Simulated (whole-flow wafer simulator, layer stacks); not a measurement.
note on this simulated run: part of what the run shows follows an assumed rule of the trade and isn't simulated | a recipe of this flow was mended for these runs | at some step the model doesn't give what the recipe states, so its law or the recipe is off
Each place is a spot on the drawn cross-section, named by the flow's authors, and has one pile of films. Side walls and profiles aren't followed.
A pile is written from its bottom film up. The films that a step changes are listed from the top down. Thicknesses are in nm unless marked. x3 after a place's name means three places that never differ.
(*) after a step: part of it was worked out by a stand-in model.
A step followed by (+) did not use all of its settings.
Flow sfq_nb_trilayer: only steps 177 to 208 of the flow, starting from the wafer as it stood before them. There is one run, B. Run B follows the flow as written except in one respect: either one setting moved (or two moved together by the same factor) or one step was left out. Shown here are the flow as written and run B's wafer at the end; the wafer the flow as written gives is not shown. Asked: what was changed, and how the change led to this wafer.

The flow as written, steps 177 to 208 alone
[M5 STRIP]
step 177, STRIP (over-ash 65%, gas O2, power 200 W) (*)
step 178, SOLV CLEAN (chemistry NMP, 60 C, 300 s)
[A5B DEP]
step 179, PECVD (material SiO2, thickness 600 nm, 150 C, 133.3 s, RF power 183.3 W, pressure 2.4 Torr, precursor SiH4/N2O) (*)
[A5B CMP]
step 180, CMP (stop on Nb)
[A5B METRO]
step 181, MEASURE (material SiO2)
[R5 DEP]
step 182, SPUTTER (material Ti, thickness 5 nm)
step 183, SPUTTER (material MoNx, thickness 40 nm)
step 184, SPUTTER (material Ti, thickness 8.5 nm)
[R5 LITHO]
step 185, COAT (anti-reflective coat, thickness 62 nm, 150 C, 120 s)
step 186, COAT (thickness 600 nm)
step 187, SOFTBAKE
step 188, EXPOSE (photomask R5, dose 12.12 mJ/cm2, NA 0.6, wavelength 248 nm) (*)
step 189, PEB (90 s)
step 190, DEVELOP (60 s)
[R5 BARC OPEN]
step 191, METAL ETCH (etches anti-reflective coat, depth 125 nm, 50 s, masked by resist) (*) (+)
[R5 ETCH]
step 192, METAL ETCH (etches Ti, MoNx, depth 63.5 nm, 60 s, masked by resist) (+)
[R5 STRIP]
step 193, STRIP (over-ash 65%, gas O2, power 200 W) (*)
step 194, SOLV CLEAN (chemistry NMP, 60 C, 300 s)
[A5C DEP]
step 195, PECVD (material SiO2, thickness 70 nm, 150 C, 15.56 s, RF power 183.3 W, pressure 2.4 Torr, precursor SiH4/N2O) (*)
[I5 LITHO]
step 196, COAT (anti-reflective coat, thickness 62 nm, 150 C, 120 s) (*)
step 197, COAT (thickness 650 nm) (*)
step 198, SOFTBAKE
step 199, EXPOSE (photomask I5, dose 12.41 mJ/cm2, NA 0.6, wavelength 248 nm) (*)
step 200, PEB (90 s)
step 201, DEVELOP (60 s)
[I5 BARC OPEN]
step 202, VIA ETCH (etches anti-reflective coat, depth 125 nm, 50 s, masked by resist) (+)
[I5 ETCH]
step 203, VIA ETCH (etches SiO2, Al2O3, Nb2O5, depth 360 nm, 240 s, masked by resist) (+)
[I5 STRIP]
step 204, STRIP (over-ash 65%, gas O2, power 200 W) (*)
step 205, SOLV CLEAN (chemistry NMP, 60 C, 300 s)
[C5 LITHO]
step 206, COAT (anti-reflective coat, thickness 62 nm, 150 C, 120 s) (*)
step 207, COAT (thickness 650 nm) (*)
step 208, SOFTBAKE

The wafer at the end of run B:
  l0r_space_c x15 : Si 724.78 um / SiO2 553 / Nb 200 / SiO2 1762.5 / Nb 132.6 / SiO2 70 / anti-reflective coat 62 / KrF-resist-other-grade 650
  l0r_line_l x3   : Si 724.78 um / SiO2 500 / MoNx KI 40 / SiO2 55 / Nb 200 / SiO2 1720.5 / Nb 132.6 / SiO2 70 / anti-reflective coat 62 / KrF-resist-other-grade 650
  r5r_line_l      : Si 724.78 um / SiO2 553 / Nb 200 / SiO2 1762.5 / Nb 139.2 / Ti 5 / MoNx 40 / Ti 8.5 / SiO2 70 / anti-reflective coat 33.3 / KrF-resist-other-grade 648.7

The reason: step 179, PECVD: material SiO2, thickness 600 nm, 150 C, 133.3 s, RF power 183.3 W, pressure 2.4 Torr, precursor SiH4/N2O (*), was not run.

How this came from the change, step by step:
  step 180, CMP (stop on Nb)
      v_sur, via_sp, via_v and 43 more: -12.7 Al2O3 (all of it), -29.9 Nb2O5 (all of it) (it would be, as written: -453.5 SiO2)
      lsp_m, ln_m6, p4_fl and 23 more: -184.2 SiO2 (all of it) (it would be, as written: -263.3 SiO2)
      (and at 34 other places as well)
  step 182, SPUTTER (material Ti, thickness 5 nm)
      via_wl, via_wr: +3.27 Ti (new film) (it would be, as written: +5 Ti (new film))
      r_sur: +3.65 Ti (new film) (it would be, as written: +5 Ti (new film))
      (and at 1 other place as well)
  step 183, SPUTTER (material MoNx, thickness 40 nm)
      lsp_m, ln_m6, lsp_r, l0_sur, l0v: +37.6 MoNx (new film) (it would be, as written: +40 MoNx (new film))
      res, r_end, moat, field_r: +39 MoNx (new film) (it would be, as written: +40 MoNx (new film))
      (and at 5 other places as well)
  step 184, SPUTTER (material Ti, thickness 8.5 nm)
      lsp_m, ln_m6, lsp_r, l0_sur, l0v: +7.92 Ti (new film) (it would be, as written: +8.5 Ti (new film))
      via_wl, via_wr: +5.37 Ti (new film) (it would be, as written: +8.5 Ti (new film))
      (and at 3 other places as well)
  step 185, COAT (anti-reflective coat, thickness 62 nm, 150 C, 120 s)
      jj_sur, sp_r: +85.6 anti-reflective coat (new film) (it would be, as written: +62 anti-reflective coat (new film))
      ln_m6, wl_j_sr: +38 anti-reflective coat (new film) (it would be, as written: +62 anti-reflective coat (new film))
      (and at 68 other places as well)
  step 186, COAT (thickness 600 nm)
      ce_r, wl_e_m5: +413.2 KrF-resist-other-grade (new film) (it would be, as written: +600 KrF-resist-other-grade (new film))
      r_sur, wl_f_m6: +619.7 KrF-resist-other-grade (new film) (it would be, as written: +600 KrF-resist-other-grade (new film))
      (and at 61 other places as well)
  step 190, DEVELOP (60 s)
      ce_r, wl_e_m5: -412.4 KrF-resist-other-grade (all of it) (it would be, as written: -598.7 KrF-resist-other-grade (all of it))
      m5r_space_l, m5r_space_r: -705.2 KrF-resist-other-grade (all of it) (it would be, as written: -598.7 KrF-resist-other-grade (all of it))
      (and at 57 other places as well)
  step 191, METAL ETCH (etches anti-reflective coat, depth 125 nm, 50 s, masked by resist) (*) (+)
      via_wl, via_wr: -125 anti-reflective coat (it would be, as written: -62 anti-reflective coat (all of it))
      jj_sur, sp_r: -85.6 anti-reflective coat (all of it) (it would be, as written: -62 anti-reflective coat (all of it))
      (and at 64 other places as well)
  step 192, METAL ETCH (etches Ti, MoNx, depth 63.5 nm, 60 s, masked by resist) (+)
      v_sur, via_sp, via_v and 63 more: -8.5 Ti (all of it), -40 MoNx (all of it), -5 Ti (all of it), -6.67 Nb (it would be, as written: -8.5 Ti (all of it), -40 MoNx (all of it), -5 Ti (all of it), -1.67 SiO2)
      lsp_m, ln_m6: -7.92 Ti (all of it), -37.6 MoNx (all of it), -4.66 Ti (all of it), -8.9 Nb (it would be, as written: -8.5 Ti (all of it), -40 MoNx (all of it), -5 Ti (all of it), -1.67 SiO2)
      (and at 9 other places as well)
  step 193, STRIP (over-ash 65%, gas O2, power 200 W) (*)
      be_r: -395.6 KrF-resist-other-grade (all of it), -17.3 anti-reflective coat (all of it) (it would be, as written: -480.4 KrF-resist-other-grade (all of it), -62 anti-reflective coat (all of it))
      r_sur: -500.1 KrF-resist-other-grade (all of it), -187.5 anti-reflective coat (all of it) (it would be, as written: -480.4 KrF-resist-other-grade (all of it), -62 anti-reflective coat (all of it))
      (and at 2 other places as well)
  step 195, PECVD (material SiO2, thickness 70 nm, 150 C, 15.56 s, RF power 183.3 W, pressure 2.4 Torr, precursor SiH4/N2O) (*)
      v_sur, via_sp, via_v and 62 more: +70 SiO2 (new film) (it would be, as written: +70 SiO2)
      via_wl, via_wr: +67.3 SiO2 (new film) (it would be, as written: +70 SiO2)
      (and at 4 other places as well)
  step 196, COAT (anti-reflective coat, thickness 62 nm, 150 C, 120 s) (*)
      p3_l3, p3_l5, p3_fr: +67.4 anti-reflective coat (new film) (it would be, as written: +62 anti-reflective coat (new film))
      r5r_line_l, r5r_line_c, r5r_line_r: +33.3 anti-reflective coat (new film) (it would be, as written: +35.5 anti-reflective coat (new film))
      (and at 74 other places as well)
  step 197, COAT (thickness 650 nm) (*)
      wl_c_sl, wl_f_sr: +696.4 KrF-resist-other-grade (new film) (it would be, as written: +649.9 KrF-resist-other-grade (new film))
      m5r_line_l, m5r_line_r: +527.8 KrF-resist-other-grade (new film) (it would be, as written: +650 KrF-resist-other-grade (new film))
      (and at 61 other places as well)
  step 200, PEB (90 s)
      wl_jj: -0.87 KrF-resist-other-grade (it would be, as written: -1.38 KrF-resist-other-grade)
  step 201, DEVELOP (60 s)
      be: -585 KrF-resist-other-grade (all of it) (it would be, as written: -649.5 KrF-resist-other-grade (all of it))
  step 202, VIA ETCH (etches anti-reflective coat, depth 125 nm, 50 s, masked by resist) (+)
      be: -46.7 anti-reflective coat (all of it), -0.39 SiO2 (it would be, as written: -62.7 anti-reflective coat (all of it), -0.31 SiO2)
  ... another 3 steps ...
  step 207, COAT (thickness 650 nm) (*)
      wl_c_sl, wl_f_sr: +696.4 KrF-resist-other-grade (new film) (it would be, as written: +649.9 KrF-resist-other-grade (new film))
      m5r_line_l, m5r_line_r: +527.8 KrF-resist-other-grade (new film) (it would be, as written: +650 KrF-resist-other-grade (new film))
      (and at 61 other places as well)
Taking metal films that touch as one body, r5r_line_l has 2 bodies (between them, from the top down: SiO2 1762.5); the flow as written gives 3 bodies (between them, from the top down: SiO2 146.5 / Al2O3 12.7 / Nb2O5 29.9; SiO2 1762.5).
